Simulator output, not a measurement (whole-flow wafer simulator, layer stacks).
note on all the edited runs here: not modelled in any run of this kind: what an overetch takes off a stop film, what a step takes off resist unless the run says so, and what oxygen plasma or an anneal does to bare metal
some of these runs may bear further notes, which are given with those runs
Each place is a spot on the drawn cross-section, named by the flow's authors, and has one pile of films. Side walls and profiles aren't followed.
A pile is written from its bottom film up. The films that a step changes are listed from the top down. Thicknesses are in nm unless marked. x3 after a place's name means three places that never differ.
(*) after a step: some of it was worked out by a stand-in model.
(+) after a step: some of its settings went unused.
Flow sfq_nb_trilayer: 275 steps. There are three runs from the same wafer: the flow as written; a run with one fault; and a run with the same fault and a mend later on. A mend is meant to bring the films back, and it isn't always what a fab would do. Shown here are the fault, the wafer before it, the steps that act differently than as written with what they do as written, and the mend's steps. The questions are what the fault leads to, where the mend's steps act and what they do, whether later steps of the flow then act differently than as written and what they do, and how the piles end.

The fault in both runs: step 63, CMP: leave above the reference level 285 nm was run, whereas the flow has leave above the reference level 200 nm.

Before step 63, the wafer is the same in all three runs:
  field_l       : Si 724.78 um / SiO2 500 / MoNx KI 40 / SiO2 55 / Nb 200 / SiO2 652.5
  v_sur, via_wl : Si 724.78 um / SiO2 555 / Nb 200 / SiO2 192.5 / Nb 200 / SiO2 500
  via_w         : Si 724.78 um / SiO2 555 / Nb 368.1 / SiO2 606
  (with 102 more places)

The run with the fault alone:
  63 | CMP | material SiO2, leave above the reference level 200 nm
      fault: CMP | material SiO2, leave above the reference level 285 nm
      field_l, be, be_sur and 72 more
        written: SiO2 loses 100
        fault: SiO2 loses 15
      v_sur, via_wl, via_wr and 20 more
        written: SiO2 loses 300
        fault: SiO2 loses 215
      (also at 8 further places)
  Later steps of the flow acting differently than as written (4 more steps, not shown, differ only slightly: by at most 2% or 0.5 nm, whichever is larger):
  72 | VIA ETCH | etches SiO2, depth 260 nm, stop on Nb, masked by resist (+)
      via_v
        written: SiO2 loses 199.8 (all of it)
        fault: SiO2 loses 260
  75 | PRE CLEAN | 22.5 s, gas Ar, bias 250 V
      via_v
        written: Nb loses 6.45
        fault: SiO2 loses 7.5
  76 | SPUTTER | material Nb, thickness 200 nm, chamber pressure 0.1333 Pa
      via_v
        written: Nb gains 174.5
        fault: Nb gains 163.1 (new film)
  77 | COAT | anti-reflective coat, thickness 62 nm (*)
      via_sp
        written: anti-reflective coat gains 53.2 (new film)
        fault: anti-reflective coat gains 51.9 (new film)
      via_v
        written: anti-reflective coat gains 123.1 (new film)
        fault: anti-reflective coat gains 136.1 (new film)
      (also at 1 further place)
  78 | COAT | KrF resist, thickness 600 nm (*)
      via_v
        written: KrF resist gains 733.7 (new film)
        fault: KrF resist gains 783.4 (new film)
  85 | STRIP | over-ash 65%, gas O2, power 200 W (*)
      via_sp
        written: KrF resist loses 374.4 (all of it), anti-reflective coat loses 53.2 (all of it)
        fault: KrF resist loses 370.4 (all of it), anti-reflective coat loses 51.9 (all of it)
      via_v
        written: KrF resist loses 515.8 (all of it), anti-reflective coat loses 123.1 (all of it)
        fault: KrF resist loses 565.3 (all of it), anti-reflective coat loses 136.1 (all of it)
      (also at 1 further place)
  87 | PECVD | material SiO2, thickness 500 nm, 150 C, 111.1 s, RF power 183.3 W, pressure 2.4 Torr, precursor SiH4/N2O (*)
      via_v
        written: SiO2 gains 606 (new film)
        fault: SiO2 gains 678.7 (new film)
  The piles end different from the flow's at field_l, v_sur, via_wl and 103 more by more than 2% or 0.5 nm, whichever is larger.
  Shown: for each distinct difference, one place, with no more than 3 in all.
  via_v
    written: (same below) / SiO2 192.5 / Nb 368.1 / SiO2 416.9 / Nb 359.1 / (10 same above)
    fault: (same below) / SiO2 192.5 / Nb 200 / SiO2 17.3 / Nb 163.1 / SiO2 489.6 / Nb 359.1 / (10 same above)
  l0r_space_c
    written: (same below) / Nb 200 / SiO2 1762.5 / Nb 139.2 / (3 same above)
    fault: (same below) / Nb 200 / SiO2 1847.5 / Nb 139.2 / (3 same above)
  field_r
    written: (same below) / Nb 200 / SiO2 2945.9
    fault: (same below) / Nb 200 / SiO2 3030.9

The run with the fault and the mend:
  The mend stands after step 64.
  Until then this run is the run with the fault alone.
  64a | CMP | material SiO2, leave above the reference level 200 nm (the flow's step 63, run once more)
      field_l, v_sur, via_wl and 103 more
        SiO2 loses 85
  Every later step of the flow that is run acts as written at every place that is followed.
  At every place that both follow, the piles at the end match the flow's.
